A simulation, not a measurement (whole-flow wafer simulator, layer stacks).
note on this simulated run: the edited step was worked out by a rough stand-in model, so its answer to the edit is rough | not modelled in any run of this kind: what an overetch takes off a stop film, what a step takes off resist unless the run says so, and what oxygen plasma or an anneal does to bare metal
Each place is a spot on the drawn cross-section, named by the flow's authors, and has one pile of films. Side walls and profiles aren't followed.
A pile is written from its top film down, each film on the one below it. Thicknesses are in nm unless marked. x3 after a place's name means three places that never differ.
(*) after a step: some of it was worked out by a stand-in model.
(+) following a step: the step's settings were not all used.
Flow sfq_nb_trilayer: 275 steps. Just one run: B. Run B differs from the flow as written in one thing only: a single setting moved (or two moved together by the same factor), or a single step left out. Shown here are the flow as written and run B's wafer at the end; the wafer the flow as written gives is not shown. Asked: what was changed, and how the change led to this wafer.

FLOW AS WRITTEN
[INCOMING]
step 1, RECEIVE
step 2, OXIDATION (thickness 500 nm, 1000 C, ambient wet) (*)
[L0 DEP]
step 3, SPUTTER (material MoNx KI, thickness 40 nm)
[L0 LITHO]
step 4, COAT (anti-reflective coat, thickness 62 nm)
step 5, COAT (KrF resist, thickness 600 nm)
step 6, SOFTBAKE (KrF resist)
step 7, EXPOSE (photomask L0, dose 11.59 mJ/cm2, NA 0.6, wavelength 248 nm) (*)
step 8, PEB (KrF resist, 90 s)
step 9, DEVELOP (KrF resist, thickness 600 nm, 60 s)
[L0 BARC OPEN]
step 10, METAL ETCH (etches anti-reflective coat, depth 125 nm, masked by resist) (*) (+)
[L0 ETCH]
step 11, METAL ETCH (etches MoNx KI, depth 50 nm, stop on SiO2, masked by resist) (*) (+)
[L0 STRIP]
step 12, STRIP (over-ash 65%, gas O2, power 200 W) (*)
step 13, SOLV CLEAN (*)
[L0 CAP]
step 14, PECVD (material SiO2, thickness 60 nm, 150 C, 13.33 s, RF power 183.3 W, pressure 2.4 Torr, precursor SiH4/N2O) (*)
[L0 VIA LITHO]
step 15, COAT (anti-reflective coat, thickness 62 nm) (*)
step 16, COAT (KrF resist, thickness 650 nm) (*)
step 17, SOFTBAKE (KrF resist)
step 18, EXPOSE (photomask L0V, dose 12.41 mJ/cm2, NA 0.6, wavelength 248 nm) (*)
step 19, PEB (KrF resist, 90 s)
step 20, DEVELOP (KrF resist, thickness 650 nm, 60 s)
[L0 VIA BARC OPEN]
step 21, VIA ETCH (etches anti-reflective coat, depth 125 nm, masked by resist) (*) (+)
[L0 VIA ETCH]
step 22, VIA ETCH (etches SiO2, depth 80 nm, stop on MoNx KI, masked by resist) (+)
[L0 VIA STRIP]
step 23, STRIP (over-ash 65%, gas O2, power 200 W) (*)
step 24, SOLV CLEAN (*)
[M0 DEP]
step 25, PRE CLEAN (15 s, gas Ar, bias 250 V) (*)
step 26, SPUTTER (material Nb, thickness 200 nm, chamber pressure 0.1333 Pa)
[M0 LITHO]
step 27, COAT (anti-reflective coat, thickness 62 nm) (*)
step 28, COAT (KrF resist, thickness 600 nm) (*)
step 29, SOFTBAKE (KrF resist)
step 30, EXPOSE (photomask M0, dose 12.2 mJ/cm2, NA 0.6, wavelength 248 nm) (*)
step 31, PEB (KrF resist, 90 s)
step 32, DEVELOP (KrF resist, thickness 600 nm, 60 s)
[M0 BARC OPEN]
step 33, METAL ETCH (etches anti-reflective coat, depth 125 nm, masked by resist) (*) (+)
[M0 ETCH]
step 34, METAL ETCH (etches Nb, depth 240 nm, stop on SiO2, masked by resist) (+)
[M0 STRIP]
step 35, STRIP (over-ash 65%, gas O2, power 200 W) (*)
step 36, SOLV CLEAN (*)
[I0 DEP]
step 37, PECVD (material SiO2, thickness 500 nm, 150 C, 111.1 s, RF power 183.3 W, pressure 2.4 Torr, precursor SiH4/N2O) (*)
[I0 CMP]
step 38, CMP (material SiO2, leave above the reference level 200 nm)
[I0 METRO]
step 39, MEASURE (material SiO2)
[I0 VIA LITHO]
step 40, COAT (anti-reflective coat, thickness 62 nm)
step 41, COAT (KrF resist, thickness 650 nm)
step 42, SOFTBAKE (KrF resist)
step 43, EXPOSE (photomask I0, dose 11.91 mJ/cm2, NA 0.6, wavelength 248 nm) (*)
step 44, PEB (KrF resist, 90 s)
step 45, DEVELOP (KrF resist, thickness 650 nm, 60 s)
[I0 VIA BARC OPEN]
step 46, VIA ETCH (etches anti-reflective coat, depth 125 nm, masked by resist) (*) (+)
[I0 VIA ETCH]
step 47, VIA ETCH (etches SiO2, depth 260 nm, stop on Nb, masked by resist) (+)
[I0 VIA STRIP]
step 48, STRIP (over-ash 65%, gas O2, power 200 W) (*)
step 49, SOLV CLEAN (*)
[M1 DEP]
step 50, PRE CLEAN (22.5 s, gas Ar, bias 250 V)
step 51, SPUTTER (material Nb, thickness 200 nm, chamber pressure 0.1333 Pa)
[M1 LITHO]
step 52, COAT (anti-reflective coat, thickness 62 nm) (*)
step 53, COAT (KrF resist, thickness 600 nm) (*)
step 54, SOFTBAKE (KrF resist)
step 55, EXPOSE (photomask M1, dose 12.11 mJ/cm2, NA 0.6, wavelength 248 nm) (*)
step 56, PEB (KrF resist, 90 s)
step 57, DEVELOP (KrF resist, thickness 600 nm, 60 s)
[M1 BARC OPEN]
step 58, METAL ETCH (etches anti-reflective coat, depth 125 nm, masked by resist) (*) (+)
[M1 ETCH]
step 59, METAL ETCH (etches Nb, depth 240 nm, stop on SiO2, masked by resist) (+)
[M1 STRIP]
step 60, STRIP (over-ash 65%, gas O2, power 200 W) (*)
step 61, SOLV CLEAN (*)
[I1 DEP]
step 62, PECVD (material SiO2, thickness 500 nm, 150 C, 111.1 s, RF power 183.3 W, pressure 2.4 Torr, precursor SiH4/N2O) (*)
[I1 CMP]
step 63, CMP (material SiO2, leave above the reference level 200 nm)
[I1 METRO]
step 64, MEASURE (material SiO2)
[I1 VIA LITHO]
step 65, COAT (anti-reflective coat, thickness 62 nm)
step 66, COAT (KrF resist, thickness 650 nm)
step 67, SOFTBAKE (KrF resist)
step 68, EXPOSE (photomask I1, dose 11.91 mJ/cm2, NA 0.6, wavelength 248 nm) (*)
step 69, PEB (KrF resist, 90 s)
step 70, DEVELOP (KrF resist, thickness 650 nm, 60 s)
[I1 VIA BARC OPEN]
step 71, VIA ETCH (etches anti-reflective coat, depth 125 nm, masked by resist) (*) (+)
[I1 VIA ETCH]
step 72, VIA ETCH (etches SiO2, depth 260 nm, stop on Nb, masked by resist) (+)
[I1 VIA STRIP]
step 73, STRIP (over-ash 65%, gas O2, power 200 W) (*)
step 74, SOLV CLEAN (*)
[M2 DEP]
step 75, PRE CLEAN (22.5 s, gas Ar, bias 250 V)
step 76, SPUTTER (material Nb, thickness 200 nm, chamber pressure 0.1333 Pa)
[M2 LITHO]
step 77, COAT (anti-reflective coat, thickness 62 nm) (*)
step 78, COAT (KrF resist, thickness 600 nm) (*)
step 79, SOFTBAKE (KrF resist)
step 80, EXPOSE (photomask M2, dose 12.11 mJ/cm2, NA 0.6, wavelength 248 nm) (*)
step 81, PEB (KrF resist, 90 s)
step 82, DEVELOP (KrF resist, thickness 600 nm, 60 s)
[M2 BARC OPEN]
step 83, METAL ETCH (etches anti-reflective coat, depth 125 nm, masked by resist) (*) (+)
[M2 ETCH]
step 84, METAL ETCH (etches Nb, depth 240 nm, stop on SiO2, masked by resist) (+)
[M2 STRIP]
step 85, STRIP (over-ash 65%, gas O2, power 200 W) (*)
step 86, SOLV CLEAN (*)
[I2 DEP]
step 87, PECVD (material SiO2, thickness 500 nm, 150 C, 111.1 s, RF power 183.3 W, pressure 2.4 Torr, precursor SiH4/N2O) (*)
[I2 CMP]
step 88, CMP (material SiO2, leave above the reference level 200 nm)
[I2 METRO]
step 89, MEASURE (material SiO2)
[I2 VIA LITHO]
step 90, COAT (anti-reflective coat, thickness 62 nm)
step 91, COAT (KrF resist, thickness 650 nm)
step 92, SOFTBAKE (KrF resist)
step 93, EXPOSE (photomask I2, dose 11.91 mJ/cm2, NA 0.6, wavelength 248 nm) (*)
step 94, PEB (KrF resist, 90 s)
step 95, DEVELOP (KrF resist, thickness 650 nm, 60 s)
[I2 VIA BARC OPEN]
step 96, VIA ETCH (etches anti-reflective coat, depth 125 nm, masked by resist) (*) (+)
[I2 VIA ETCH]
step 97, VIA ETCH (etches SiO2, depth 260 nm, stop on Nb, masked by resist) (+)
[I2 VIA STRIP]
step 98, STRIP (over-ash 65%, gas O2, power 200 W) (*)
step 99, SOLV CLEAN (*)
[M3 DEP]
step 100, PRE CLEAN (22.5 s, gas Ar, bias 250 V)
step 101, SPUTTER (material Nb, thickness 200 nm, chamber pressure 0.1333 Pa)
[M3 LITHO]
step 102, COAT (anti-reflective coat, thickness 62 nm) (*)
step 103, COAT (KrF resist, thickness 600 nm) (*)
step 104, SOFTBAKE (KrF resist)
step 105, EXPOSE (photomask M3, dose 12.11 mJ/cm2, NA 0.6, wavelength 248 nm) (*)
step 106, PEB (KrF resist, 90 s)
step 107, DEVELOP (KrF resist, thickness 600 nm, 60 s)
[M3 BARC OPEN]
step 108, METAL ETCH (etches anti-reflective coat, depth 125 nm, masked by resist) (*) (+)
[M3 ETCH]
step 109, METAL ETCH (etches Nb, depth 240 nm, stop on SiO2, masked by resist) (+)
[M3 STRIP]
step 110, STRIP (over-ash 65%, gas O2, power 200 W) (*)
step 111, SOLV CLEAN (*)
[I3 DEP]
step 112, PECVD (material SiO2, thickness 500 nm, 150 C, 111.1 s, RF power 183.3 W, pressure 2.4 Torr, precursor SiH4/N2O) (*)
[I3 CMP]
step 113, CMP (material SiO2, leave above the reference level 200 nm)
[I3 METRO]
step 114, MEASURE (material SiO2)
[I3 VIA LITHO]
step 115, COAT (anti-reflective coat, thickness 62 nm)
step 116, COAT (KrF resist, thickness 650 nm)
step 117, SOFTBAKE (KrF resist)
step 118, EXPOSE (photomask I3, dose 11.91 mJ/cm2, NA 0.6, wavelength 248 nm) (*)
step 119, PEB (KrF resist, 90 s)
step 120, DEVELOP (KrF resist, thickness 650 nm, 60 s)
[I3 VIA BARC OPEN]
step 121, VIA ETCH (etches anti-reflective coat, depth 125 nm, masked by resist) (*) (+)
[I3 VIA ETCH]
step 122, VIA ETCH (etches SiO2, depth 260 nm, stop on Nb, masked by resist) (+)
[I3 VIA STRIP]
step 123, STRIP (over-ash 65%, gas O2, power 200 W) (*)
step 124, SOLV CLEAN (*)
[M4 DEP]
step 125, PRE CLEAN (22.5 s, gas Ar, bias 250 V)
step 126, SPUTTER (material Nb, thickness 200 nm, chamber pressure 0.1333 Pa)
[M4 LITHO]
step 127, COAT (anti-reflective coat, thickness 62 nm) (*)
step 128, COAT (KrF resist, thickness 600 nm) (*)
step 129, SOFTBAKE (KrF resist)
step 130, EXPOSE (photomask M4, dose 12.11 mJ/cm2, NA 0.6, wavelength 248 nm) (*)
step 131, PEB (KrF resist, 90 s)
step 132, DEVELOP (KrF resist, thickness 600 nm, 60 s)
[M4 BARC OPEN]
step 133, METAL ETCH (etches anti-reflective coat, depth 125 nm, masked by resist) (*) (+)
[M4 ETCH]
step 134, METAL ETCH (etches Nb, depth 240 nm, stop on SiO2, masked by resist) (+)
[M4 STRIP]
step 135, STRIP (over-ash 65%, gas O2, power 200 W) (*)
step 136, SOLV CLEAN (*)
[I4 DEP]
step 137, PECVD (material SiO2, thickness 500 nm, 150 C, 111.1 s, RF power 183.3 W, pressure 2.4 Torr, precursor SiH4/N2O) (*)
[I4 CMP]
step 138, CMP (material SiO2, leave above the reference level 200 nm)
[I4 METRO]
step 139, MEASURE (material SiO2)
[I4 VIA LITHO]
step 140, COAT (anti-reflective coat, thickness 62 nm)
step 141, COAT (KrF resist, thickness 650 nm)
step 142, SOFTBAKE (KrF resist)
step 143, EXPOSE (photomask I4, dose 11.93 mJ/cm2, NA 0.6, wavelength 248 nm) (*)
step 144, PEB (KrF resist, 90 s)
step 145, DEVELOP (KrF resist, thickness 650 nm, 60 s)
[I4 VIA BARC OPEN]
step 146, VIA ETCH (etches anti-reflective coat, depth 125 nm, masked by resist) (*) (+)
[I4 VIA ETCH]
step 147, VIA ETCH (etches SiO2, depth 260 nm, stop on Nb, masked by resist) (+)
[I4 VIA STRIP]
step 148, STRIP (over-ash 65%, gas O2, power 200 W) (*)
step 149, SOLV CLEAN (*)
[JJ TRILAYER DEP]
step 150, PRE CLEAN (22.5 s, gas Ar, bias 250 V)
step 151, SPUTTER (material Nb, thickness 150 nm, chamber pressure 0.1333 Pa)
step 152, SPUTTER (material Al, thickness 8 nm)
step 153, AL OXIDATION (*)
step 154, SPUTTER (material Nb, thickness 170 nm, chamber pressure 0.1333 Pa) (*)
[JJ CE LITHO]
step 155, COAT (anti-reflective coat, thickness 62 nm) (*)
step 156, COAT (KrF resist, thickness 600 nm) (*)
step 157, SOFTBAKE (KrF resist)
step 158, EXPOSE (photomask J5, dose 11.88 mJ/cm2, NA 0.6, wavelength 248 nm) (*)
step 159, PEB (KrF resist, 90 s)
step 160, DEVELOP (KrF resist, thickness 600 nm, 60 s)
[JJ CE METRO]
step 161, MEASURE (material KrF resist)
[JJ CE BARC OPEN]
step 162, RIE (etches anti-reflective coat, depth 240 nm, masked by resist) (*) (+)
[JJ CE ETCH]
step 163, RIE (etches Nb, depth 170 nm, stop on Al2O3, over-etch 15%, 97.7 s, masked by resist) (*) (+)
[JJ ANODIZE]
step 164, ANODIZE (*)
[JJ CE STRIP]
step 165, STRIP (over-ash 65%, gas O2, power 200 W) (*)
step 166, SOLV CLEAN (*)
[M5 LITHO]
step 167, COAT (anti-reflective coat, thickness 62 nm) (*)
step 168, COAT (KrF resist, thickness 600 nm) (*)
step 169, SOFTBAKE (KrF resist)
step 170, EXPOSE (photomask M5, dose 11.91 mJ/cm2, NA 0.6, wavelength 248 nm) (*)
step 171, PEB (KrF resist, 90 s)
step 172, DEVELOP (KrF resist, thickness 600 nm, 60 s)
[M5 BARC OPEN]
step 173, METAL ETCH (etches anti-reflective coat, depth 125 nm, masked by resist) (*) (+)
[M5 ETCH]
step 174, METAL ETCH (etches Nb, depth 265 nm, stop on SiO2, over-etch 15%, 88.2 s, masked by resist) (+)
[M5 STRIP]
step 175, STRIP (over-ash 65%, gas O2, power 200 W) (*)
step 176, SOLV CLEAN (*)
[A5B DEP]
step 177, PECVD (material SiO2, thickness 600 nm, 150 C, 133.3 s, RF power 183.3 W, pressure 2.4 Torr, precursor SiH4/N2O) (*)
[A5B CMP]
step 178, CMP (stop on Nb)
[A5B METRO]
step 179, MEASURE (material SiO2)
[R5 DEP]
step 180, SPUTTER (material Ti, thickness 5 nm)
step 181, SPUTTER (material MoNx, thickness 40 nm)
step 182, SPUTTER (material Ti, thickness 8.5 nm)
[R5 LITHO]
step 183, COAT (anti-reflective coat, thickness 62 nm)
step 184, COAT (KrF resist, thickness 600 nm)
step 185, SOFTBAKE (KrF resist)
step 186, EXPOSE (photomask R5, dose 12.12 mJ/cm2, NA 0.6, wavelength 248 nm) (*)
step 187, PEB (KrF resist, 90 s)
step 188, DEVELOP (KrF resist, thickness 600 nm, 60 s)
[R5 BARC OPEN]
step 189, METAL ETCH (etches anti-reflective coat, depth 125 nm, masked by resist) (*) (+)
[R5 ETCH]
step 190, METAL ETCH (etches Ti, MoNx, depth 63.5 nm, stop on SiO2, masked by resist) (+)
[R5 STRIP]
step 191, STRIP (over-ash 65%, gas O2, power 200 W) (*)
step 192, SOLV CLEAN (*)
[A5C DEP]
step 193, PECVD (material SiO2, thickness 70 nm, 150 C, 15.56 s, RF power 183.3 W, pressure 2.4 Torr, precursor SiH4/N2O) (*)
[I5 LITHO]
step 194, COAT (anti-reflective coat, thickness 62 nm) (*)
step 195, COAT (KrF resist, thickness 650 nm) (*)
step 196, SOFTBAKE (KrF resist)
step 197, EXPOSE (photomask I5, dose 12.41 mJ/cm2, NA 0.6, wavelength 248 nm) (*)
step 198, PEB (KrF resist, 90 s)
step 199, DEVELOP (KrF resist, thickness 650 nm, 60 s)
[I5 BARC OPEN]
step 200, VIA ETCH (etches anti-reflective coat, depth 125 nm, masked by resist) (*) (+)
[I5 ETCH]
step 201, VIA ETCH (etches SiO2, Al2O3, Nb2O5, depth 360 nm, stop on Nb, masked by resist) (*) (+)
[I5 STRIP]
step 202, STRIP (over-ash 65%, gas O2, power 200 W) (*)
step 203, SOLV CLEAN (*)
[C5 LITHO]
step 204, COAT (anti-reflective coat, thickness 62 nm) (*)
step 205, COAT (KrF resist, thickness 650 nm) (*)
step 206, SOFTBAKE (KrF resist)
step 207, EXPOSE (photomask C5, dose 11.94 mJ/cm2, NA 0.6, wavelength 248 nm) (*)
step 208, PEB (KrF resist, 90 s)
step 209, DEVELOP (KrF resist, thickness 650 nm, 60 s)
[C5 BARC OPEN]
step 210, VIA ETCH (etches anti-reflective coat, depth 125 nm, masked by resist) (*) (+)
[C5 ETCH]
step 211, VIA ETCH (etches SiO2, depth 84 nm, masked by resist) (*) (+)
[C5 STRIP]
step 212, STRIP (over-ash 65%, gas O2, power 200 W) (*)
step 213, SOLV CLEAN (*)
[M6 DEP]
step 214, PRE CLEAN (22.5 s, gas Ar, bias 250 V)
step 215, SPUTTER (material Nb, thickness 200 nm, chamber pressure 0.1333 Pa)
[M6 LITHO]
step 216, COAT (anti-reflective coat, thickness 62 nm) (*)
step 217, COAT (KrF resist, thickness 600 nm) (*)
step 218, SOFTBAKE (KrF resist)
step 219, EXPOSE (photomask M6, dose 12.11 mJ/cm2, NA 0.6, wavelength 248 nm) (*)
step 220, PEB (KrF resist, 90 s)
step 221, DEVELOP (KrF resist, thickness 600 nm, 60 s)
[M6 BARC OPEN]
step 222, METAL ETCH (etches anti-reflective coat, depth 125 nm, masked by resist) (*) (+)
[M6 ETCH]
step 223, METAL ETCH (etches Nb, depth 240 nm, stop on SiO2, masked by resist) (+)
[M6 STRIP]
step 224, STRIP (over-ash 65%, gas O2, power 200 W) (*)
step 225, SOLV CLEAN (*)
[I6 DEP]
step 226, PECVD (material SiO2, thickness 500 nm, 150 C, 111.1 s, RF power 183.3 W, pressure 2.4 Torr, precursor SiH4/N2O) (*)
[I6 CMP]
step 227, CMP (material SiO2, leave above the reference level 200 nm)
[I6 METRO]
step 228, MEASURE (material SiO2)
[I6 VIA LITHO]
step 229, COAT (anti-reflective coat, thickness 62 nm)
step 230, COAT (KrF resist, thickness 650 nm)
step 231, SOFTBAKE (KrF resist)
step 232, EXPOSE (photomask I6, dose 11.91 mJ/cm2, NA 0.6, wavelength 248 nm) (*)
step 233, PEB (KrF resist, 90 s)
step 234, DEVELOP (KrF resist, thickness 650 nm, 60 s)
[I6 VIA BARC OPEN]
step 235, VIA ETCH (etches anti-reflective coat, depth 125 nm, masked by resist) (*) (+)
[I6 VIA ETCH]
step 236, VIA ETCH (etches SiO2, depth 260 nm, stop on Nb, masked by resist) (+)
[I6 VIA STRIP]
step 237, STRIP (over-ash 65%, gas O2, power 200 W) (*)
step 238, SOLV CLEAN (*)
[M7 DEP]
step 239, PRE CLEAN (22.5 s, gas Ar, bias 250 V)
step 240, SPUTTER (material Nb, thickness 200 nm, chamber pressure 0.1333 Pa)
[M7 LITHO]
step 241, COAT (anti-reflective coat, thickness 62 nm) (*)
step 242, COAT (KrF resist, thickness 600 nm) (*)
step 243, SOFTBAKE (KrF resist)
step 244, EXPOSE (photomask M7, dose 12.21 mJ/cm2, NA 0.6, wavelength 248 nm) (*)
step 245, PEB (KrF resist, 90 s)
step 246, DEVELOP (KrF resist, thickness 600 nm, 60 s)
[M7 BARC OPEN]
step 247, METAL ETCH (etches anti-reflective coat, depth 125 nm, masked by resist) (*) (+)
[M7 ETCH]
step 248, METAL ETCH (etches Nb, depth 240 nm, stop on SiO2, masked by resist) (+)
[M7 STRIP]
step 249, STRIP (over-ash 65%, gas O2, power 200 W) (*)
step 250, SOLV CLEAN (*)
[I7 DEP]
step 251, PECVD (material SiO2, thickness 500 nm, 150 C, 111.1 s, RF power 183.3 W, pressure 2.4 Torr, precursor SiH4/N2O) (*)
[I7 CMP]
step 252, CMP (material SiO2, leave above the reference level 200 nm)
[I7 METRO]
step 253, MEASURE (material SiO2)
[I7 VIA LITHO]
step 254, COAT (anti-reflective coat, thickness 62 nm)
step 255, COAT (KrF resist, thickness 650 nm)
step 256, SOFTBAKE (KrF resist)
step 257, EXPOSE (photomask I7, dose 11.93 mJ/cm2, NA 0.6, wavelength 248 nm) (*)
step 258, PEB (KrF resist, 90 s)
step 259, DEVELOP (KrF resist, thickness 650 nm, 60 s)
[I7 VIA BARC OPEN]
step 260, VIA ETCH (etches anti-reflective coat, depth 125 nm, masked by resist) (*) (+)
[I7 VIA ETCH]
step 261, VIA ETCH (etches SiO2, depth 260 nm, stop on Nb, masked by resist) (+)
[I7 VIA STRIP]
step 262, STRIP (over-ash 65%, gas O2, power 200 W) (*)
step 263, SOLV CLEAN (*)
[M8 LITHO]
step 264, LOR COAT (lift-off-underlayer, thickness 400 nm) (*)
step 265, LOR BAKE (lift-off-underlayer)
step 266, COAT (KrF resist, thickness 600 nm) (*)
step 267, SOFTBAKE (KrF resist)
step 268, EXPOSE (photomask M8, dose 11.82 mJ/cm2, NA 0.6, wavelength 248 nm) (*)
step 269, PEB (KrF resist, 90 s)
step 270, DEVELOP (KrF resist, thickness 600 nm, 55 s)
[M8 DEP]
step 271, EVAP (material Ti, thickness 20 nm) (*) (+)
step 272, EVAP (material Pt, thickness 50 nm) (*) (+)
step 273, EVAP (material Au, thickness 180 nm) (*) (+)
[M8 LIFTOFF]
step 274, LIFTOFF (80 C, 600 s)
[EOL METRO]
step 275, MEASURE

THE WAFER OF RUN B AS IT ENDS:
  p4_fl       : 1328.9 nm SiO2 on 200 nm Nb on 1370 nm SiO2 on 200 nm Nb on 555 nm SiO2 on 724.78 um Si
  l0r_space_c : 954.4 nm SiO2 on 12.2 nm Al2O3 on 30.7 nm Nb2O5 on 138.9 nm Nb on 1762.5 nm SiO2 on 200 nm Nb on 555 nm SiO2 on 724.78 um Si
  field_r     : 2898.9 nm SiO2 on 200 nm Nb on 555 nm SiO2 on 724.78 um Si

Cause: step 154, SPUTTER: thickness 123 nm was run, while the flow as written has thickness 170 nm.

The path from the change to this, step by step:
  step 154, SPUTTER (material Nb, thickness 170 nm, chamber pressure 0.1333 Pa) (*)
      field_l, v_sur, via_sp and 100 more: Nb gains 123 (new film) (as written it would have been: Nb gains 170 (new film))
      via_wl, via_wr: Nb gains 101.7 (new film) (as written it would have been: Nb gains 140.7 (new film))
      (as well as at 1 more place)
  step 155, COAT (anti-reflective coat, thickness 62 nm) (*)
      via_wl, via_wr: anti-reflective coat gains 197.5 (new film) (as written it would have been: anti-reflective coat gains 209.4 (new film))
      via_w: anti-reflective coat gains 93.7 (new film) (as written it would have been: anti-reflective coat gains 97.4 (new film))
  step 162, RIE (etches anti-reflective coat, depth 240 nm, masked by resist) (*) (+)
      ce_l, c5j, ce_r, wl_jj: KrF resist loses 197.5 (as written it would have been: KrF resist loses 209.4)
      via_wl, via_wr: anti-reflective coat loses 197.5 (all of it) (as written it would have been: anti-reflective coat loses 209.4 (all of it))
      (as well as at 1 more place)
  step 163, RIE (etches Nb, depth 170 nm, stop on Al2O3, over-etch 15%, 97.7 s, masked by resist) (*) (+)
      field_l, v_sur, via_sp and 96 more: Nb loses 123 (all of it), Al2O3 loses 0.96 (all of it) (as written it would have been: Nb loses 170 (all of it), Al2O3 loses 0.51)
      via_wl, via_wr: Nb loses 101.7 (all of it), Al2O3 loses 0.96 (all of it) (as written it would have been: Nb loses 140.7 (all of it), Al2O3 loses 0.96 (all of it))
      (as well as at 1 more place)
  step 164, ANODIZE (*)
      field_l, v_sur, via_sp and 96 more: Al2O3 gains 12.2 (new film), Nb2O5 gains 30.7 (new film), Al loses 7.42 (all of it), Nb loses 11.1 (as written it would have been: Al2O3 gains 12.2, Nb2O5 gains 29.9 (new film), Al loses 7.42 (all of it), Nb loses 10.8)
  step 165, STRIP (over-ash 65%, gas O2, power 200 W) (*)
      ce_l: KrF resist loses 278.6 (all of it), anti-reflective coat loses 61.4 (all of it) (as written it would have been: KrF resist loses 266.8 (all of it), anti-reflective coat loses 61.4 (all of it))
      c5j: KrF resist loses 278.7 (all of it), anti-reflective coat loses 61.5 (all of it) (as written it would have been: KrF resist loses 266.9 (all of it), anti-reflective coat loses 61.5 (all of it))
      (as well as at 2 more places)
  step 167, COAT (anti-reflective coat, thickness 62 nm) (*)
      wl_j_sl, wl_j_sr: anti-reflective coat gains 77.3 (new film) (as written it would have been: anti-reflective coat gains 83.3 (new film))
      gap: anti-reflective coat gains 60.3 (new film) (as written it would have been: anti-reflective coat gains 58.9 (new film))
      (as well as at 8 more places)
  step 168, COAT (KrF resist, thickness 600 nm) (*)
      ce_l: KrF resist gains 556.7 (new film) (as written it would have been: KrF resist gains 528.3 (new film))
      c5j: KrF resist gains 537.7 (new film) (as written it would have been: KrF resist gains 507.6 (new film))
      (as well as at 2 more places)
  step 173, METAL ETCH (etches anti-reflective coat, depth 125 nm, masked by resist) (*) (+)
      wl_a_sl: anti-reflective coat loses 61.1 (all of it) (as written it would have been: anti-reflective coat loses 59.7 (all of it), Al2O3 loses 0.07)
  step 174, METAL ETCH (etches Nb, depth 265 nm, stop on SiO2, over-etch 15%, 88.2 s, masked by resist) (+)
      field_l, r_sur, res and 50 more: Al2O3 loses 12.2 (all of it), Nb2O5 loses 30.7 (all of it), Nb loses 138.9 (all of it), SiO2 loses 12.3 (as written it would have been: Al2O3 loses 12.6 (all of it), Nb2O5 loses 29.9 (all of it), Nb loses 139.2 (all of it), SiO2 loses 12.3)
  step 175, STRIP (over-ash 65%, gas O2, power 200 W) (*)
      wl_j_sl, wl_j_sr: KrF resist loses 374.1 (all of it), anti-reflective coat loses 77.3 (all of it) (as written it would have been: KrF resist loses 378 (all of it), anti-reflective coat loses 83.3 (all of it))
      gap: KrF resist loses 377.9 (all of it), anti-reflective coat loses 60.3 (all of it) (as written it would have been: KrF resist loses 383.4 (all of it), anti-reflective coat loses 58.9 (all of it))
      (as well as at 7 more places)
  step 178, CMP (stop on Nb)
      v_sur, via_sp, via_v and 43 more: SiO2 loses 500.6 (as written it would have been: SiO2 loses 453.5)
      field_l, p4_fl, p4_fm and 39 more: SiO2 loses 306.3 (as written it would have been: SiO2 loses 259.3)
      (as well as at 14 more places)
  step 201, VIA ETCH (etches SiO2, Al2O3, Nb2O5, depth 360 nm, stop on Nb, masked by resist) (*) (+)
      be: SiO2 loses 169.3 (all of it), Al2O3 loses 12.2 (all of it), Nb2O5 loses 30.7 (all of it) (as written it would have been: SiO2 loses 216.4 (all of it), Al2O3 loses 12.7 (all of it), Nb2O5 loses 29.9 (all of it))
  step 204, COAT (anti-reflective coat, thickness 62 nm) (*)
      wire: anti-reflective coat gains 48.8 (new film) (as written it would have been: anti-reflective coat gains 47.4 (new film))
      be: anti-reflective coat gains 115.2 (new film) (as written it would have been: anti-reflective coat gains 122.2 (new film))
      (as well as at 1 more place)
  step 205, COAT (KrF resist, thickness 650 nm) (*)
      be: KrF resist gains 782 (new film) (as written it would have been: KrF resist gains 815.3 (new film))
  step 212, STRIP (over-ash 65%, gas O2, power 200 W) (*)
      wire: KrF resist loses 558.4 (all of it), anti-reflective coat loses 48.8 (all of it) (as written it would have been: KrF resist loses 555.8 (all of it), anti-reflective coat loses 47.4 (all of it))
      be: KrF resist loses 694.8 (all of it), anti-reflective coat loses 115.2 (all of it) (as written it would have been: KrF resist loses 728.2 (all of it), anti-reflective coat loses 122.2 (all of it))
      (as well as at 1 more place)
  ... 4 other steps ...
  step 226, PECVD (material SiO2, thickness 500 nm, 150 C, 111.1 s, RF power 183.3 W, pressure 2.4 Torr, precursor SiH4/N2O) (*)
      be: SiO2 gains 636 (new film) (as written it would have been: SiO2 gains 693.5 (new film))
